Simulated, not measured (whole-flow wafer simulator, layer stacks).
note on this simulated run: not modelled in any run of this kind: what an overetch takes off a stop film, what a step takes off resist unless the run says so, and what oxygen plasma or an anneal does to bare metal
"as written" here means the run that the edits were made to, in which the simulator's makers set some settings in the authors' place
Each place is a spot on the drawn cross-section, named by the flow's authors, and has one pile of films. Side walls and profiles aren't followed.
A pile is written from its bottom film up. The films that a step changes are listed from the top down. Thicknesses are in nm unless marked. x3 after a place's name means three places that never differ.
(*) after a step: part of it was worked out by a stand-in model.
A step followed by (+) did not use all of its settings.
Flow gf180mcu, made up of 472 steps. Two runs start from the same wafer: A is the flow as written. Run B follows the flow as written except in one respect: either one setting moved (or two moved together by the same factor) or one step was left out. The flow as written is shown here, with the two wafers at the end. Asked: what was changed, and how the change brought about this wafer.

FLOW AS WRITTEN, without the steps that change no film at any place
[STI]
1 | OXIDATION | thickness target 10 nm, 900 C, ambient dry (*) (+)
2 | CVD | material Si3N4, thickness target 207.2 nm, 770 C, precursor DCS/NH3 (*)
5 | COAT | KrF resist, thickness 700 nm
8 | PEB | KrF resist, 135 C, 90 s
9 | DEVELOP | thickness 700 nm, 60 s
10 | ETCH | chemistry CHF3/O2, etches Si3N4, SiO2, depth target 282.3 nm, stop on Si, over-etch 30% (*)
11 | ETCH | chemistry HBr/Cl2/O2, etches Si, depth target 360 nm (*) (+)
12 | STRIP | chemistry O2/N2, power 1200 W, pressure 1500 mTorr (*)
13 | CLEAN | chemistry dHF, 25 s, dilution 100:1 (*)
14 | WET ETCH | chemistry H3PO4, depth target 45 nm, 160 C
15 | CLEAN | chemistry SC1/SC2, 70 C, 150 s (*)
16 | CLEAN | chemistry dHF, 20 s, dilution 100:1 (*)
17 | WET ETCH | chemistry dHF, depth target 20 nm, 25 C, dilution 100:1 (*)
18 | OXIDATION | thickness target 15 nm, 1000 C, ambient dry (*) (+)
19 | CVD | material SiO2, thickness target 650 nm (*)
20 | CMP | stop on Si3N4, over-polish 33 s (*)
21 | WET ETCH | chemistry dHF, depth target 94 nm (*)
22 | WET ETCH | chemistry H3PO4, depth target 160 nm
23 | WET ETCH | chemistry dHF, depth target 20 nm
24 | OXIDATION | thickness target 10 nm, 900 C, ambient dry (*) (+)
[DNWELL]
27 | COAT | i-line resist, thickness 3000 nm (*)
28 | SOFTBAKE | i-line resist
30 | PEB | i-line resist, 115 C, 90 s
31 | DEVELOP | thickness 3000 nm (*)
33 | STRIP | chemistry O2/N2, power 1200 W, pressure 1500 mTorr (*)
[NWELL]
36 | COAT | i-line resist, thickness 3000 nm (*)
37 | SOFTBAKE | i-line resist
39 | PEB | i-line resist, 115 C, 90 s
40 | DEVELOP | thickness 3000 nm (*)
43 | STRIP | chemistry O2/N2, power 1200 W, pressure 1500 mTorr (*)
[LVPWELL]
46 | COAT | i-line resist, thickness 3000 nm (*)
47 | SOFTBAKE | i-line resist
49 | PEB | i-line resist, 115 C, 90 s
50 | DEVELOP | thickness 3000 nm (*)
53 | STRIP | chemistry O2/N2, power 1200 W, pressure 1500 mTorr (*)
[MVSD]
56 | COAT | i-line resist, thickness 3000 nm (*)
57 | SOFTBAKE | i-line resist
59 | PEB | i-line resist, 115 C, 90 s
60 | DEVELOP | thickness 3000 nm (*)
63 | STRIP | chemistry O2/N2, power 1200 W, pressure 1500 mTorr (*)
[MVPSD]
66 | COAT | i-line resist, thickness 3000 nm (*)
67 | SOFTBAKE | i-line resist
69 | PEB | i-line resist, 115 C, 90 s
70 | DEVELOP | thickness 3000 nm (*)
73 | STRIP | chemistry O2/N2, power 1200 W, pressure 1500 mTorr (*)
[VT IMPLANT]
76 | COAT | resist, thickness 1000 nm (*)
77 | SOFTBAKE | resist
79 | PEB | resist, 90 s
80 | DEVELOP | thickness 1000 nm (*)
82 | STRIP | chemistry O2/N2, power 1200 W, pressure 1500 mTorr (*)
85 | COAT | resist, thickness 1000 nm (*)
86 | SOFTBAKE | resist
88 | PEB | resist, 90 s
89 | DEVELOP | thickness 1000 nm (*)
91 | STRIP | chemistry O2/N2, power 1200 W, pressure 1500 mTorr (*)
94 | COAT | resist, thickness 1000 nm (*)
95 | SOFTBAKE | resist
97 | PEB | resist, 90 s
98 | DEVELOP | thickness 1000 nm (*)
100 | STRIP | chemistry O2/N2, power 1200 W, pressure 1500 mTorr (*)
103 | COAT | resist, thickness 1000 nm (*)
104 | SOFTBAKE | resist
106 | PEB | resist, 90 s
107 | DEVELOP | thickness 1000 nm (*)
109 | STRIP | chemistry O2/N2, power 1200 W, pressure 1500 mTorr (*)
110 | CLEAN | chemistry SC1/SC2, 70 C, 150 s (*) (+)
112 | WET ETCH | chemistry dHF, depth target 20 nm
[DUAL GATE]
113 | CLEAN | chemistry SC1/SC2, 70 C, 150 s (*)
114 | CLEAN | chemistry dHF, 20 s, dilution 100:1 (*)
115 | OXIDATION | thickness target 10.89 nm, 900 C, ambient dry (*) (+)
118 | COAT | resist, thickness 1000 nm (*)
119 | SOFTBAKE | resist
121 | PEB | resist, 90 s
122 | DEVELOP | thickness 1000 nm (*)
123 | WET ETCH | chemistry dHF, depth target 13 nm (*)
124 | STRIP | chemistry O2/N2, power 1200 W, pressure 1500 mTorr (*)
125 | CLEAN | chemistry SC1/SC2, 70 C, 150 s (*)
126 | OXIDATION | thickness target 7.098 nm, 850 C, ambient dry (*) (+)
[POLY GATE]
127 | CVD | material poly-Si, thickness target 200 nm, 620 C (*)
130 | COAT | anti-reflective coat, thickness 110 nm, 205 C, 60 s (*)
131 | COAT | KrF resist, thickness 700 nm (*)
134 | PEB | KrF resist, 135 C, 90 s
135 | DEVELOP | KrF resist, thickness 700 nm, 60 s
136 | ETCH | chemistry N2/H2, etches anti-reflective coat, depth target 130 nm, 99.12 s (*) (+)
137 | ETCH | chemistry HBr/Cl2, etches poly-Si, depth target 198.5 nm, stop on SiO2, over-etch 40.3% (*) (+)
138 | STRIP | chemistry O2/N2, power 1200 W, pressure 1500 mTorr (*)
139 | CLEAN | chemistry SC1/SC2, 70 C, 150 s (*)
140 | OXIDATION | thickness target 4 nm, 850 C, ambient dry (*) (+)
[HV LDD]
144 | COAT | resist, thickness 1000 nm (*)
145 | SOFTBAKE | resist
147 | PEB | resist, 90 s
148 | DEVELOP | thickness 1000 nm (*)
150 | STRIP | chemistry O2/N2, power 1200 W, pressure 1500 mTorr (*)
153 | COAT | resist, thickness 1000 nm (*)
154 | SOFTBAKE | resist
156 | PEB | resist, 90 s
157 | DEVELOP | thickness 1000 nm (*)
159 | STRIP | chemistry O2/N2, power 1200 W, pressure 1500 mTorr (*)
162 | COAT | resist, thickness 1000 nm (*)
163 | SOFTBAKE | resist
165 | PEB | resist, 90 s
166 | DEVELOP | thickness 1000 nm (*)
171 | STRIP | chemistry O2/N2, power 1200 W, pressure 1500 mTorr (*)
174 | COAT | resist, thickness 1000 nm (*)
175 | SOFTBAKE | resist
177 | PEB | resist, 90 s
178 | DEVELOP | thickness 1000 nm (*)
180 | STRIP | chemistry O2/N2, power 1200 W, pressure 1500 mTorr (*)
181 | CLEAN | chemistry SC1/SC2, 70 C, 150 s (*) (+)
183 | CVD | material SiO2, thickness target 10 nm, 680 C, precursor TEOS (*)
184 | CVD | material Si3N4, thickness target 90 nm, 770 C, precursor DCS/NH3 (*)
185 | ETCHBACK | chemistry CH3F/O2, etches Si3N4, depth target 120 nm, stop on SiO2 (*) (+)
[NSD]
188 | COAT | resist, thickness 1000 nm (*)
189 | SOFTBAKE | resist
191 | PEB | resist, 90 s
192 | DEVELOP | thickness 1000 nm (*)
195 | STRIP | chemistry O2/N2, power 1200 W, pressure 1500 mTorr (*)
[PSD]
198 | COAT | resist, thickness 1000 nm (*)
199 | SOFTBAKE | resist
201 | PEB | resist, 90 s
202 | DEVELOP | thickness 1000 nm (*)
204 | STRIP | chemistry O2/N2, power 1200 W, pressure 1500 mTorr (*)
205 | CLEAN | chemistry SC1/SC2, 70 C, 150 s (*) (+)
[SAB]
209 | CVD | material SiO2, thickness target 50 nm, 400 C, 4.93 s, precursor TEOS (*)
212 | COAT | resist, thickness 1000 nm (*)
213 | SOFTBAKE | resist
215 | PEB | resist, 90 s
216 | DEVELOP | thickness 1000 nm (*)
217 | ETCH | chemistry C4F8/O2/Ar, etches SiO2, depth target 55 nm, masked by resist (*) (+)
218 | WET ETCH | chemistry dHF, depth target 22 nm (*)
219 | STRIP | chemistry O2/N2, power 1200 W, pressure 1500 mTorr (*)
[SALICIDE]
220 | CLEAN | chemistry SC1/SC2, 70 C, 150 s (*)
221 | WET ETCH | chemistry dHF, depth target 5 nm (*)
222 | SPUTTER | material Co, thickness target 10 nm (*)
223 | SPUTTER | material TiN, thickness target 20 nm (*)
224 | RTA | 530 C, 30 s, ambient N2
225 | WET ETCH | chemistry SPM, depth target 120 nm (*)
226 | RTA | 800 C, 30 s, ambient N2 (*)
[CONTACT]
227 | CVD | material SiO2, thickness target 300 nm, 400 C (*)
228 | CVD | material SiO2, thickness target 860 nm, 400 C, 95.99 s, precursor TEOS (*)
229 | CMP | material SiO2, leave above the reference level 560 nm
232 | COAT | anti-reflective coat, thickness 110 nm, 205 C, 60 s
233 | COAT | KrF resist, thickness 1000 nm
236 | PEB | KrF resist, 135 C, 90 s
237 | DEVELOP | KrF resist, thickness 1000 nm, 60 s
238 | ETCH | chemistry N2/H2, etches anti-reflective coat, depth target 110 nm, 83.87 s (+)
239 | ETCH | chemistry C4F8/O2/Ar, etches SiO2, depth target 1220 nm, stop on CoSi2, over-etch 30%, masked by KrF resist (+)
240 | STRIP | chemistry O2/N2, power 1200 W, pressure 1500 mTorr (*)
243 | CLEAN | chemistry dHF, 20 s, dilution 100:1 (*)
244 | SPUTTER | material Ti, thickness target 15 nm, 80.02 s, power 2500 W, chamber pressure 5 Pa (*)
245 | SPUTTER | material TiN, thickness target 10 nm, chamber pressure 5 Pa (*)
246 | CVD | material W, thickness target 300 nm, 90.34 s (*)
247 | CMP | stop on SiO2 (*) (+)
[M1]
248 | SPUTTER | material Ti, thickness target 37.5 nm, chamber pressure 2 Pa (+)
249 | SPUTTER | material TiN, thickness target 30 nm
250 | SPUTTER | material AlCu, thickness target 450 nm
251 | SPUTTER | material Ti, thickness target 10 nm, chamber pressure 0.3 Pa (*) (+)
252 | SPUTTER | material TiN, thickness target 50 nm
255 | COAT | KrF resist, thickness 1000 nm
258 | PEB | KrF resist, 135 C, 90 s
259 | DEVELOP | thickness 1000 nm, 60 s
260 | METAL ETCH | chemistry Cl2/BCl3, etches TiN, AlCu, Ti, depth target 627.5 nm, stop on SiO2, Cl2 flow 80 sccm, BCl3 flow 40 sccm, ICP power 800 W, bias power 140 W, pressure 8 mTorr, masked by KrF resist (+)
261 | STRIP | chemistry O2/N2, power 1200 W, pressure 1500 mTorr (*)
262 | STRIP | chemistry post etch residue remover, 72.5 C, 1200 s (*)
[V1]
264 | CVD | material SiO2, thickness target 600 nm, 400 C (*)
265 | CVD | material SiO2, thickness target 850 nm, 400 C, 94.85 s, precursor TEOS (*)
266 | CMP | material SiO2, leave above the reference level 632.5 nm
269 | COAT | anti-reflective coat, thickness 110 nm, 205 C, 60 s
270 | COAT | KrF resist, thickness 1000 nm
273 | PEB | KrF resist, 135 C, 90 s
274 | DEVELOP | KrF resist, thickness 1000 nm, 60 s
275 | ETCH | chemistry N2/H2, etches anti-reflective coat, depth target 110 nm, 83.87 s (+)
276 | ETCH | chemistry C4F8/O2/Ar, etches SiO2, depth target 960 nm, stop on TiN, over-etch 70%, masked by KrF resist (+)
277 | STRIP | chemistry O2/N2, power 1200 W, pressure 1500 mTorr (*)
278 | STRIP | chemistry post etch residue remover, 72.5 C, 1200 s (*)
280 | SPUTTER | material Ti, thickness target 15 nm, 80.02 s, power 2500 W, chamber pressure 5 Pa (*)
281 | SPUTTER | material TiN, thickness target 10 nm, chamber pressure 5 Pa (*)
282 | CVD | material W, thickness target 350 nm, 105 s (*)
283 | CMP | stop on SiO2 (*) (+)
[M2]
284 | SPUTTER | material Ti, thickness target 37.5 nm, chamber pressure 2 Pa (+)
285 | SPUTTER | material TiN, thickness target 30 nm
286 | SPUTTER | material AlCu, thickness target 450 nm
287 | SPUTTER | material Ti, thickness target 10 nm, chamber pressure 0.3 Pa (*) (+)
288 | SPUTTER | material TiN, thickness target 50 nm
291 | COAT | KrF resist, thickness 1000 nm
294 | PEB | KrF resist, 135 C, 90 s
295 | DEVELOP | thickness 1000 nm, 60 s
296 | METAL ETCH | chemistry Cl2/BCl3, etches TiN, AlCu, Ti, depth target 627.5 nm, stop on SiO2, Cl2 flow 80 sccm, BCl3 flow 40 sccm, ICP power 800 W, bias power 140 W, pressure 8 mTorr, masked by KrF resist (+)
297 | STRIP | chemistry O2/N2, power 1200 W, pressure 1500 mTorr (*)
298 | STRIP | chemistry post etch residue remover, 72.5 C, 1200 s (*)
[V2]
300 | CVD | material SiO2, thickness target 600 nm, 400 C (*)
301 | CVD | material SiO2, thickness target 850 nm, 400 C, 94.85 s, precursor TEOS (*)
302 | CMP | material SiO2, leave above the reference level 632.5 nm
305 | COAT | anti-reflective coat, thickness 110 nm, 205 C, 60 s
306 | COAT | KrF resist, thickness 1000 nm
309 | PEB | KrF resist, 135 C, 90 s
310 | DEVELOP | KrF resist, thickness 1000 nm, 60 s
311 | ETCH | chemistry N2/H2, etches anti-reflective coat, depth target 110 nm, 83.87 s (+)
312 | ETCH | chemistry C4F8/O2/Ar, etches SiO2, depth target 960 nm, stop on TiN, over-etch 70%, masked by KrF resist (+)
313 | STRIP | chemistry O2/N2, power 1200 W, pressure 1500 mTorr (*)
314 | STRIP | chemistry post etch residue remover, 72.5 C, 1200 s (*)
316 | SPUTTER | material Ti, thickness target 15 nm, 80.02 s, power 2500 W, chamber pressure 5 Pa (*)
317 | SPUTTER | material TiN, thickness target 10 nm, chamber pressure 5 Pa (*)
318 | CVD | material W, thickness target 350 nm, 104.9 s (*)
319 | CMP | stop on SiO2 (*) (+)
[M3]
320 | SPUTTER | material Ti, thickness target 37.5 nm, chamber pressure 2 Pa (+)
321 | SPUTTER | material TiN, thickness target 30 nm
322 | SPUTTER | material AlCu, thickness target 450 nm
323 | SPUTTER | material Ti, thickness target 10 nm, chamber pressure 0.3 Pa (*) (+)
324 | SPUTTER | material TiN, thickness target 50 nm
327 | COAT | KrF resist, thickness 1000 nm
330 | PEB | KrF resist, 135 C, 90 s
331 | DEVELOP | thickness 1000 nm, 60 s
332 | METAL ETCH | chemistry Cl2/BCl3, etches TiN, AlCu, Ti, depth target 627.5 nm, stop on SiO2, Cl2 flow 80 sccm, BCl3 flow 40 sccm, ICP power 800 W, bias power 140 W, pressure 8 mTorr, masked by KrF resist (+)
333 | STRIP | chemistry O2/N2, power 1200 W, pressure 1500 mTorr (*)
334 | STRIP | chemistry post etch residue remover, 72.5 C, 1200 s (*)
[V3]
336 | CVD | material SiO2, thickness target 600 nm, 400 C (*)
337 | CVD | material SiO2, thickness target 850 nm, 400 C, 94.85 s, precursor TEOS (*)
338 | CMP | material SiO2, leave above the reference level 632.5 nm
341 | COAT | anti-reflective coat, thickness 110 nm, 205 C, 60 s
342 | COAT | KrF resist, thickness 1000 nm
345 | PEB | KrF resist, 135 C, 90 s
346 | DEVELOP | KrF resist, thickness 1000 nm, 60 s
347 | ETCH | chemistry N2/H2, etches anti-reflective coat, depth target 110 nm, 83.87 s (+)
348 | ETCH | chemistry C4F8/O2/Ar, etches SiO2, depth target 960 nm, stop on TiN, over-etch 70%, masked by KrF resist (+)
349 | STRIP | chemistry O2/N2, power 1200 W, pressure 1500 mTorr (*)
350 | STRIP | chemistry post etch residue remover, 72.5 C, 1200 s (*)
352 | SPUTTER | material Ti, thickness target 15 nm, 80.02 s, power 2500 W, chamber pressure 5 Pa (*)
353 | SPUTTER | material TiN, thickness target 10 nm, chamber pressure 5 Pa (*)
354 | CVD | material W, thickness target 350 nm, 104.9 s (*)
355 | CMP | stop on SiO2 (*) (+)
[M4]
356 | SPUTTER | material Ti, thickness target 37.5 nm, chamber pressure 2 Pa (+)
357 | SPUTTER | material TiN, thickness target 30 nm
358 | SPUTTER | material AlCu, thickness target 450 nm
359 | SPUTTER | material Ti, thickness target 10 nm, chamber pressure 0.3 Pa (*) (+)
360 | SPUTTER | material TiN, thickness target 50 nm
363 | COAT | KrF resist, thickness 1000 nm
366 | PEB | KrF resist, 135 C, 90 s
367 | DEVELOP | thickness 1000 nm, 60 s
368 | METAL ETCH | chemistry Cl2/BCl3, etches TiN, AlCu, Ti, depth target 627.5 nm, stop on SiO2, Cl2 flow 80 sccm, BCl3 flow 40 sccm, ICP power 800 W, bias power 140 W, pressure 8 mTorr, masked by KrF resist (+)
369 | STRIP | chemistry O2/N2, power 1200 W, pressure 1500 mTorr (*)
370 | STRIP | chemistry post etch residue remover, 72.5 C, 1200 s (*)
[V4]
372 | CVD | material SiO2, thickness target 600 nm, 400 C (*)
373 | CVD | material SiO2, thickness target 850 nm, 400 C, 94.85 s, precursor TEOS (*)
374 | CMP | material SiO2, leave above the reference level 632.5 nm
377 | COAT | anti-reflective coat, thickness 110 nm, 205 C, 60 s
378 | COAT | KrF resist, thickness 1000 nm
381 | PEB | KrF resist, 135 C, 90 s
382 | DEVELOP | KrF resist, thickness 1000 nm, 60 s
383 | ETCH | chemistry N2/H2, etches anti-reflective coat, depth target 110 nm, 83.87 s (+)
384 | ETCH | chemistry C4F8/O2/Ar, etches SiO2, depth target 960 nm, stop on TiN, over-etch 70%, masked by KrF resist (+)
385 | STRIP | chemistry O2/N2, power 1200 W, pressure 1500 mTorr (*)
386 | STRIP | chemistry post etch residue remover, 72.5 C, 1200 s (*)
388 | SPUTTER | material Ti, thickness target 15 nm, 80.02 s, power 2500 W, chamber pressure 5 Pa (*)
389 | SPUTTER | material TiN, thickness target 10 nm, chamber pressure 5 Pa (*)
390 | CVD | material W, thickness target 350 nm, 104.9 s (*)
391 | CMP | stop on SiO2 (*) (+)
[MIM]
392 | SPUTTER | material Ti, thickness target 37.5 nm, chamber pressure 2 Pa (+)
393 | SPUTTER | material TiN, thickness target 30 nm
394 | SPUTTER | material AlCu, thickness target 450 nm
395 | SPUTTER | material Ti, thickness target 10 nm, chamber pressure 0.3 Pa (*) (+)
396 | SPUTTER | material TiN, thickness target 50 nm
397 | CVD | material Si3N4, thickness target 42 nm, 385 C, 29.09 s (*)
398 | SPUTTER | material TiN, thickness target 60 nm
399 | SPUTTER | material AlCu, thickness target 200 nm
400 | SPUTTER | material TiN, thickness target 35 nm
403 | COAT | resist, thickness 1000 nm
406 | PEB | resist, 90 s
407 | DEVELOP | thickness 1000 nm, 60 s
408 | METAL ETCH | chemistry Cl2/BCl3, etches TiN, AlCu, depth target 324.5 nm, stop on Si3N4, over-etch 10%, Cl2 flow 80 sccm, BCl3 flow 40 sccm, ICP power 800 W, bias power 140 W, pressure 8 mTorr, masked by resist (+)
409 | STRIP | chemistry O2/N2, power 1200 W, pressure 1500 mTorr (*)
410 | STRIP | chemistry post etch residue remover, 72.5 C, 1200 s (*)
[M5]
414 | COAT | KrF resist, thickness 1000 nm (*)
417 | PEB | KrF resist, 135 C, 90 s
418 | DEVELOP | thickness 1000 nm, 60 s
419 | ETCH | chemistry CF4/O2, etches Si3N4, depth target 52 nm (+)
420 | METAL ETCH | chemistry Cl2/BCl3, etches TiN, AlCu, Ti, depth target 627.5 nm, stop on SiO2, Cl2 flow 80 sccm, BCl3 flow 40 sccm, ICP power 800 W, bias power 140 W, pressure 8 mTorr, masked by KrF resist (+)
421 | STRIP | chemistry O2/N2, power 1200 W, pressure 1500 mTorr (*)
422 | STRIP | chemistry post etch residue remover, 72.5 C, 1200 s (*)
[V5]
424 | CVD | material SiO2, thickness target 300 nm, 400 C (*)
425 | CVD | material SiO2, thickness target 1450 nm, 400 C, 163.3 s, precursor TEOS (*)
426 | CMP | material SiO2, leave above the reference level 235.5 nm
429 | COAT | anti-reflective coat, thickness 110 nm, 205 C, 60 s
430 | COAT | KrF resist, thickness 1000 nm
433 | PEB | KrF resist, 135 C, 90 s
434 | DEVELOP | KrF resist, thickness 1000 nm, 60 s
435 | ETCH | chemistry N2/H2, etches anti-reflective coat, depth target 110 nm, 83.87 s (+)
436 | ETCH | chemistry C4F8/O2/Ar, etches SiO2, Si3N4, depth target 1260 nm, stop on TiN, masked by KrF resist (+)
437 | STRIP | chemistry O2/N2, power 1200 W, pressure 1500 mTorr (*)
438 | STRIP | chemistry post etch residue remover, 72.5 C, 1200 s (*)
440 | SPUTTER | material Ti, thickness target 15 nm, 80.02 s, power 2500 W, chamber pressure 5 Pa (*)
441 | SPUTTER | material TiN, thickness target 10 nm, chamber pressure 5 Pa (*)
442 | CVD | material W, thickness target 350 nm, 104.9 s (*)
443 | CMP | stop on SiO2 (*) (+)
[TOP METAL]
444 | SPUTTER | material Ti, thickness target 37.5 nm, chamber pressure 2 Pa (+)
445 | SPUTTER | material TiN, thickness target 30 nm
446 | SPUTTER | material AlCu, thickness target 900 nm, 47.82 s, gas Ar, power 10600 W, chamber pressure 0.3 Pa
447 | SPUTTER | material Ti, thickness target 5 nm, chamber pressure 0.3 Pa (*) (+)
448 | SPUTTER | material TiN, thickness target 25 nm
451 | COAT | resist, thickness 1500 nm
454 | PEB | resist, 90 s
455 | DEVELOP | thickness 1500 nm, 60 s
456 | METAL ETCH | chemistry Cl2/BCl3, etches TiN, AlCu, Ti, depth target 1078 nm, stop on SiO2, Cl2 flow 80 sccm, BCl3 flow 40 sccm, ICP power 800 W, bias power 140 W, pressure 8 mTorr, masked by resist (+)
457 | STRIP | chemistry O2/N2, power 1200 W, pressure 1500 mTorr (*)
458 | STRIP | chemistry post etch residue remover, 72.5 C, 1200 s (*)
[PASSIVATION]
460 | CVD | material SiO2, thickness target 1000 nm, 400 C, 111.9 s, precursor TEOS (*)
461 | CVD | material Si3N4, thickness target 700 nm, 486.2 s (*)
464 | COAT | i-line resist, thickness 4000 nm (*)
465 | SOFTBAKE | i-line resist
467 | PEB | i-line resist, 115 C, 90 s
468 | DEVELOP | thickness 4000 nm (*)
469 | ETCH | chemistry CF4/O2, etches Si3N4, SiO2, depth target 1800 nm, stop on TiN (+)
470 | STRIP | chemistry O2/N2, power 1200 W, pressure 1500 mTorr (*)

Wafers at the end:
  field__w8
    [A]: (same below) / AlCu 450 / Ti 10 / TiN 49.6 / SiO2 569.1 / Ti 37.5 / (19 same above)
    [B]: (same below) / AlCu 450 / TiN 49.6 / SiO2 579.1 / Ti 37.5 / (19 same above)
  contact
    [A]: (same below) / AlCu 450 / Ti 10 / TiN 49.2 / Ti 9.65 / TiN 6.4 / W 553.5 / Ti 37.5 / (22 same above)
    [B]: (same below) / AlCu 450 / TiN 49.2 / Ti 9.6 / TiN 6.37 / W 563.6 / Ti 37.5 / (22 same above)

The reason: step 323, SPUTTER: material Ti, thickness target 10 nm, chamber pressure 0.3 Pa (*) (+), was skipped.

The path from the change to this, step by step:
  332 | METAL ETCH | chemistry Cl2/BCl3, etches TiN, AlCu, Ti, depth target 627.5 nm, stop on SiO2, Cl2 flow 80 sccm, BCl3 flow 40 sccm, ICP power 800 W, bias power 140 W, pressure 8 mTorr, masked by KrF resist (+)
      field, field__w1, field__w2 and 103 more: A -50 TiN (all of it), -10 Ti (all of it), -450 AlCu (all of it), -30 TiN (all of it), -37.5 Ti (all of it) | B -50 TiN (all of it), -450 AlCu (all of it), -30 TiN (all of it), -37.5 Ti (all of it)
